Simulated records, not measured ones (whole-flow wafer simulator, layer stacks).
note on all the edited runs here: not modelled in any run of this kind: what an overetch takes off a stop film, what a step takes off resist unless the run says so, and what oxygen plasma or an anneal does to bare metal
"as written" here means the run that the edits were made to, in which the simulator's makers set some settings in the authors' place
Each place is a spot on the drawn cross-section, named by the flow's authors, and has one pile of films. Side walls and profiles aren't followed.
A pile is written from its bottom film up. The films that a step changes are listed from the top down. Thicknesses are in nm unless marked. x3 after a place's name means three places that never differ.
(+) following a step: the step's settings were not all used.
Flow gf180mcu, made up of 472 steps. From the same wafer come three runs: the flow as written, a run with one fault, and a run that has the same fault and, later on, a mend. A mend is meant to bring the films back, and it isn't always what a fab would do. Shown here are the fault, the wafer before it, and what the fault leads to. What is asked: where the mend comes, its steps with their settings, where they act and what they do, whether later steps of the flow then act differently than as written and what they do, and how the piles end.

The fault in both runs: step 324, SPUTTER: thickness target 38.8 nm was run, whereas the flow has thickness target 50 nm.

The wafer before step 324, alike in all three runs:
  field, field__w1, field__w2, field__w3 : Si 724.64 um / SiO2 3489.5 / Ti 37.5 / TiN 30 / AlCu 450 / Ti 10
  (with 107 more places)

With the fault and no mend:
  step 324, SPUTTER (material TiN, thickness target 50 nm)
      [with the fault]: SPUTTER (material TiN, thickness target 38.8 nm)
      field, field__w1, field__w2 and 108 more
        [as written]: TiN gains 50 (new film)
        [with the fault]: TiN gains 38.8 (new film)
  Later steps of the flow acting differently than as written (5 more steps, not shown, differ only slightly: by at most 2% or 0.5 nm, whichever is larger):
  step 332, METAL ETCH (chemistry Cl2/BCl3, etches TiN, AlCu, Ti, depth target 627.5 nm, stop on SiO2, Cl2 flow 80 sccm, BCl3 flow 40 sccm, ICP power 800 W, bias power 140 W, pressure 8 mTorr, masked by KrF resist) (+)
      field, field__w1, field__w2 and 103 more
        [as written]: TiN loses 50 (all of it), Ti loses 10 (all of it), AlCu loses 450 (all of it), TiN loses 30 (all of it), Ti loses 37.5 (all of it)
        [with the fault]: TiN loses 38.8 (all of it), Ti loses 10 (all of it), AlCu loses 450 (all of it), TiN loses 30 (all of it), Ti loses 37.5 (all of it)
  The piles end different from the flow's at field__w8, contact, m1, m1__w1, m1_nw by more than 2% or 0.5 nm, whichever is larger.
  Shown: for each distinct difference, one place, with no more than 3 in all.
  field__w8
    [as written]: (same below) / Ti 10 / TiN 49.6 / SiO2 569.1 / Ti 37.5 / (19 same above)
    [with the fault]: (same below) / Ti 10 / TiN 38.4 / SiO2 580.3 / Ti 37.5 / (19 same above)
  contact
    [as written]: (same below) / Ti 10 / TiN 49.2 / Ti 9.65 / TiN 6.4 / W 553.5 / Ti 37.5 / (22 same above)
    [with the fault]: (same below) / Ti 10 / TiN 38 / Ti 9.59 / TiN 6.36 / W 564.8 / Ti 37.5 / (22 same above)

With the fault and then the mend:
  The mend stands after step 324.
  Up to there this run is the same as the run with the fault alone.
  step 324a, SPUTTER (material TiN, thickness target 11.2 nm) (a further turn of the flow's step 324, with different settings)
      field, field__w1, field__w2 and 108 more
        TiN gains 11.2
  None of the later steps of the flow acts differently than as written at any place that is followed.
  By the end, the piles equal the flow's at every place that both follow.
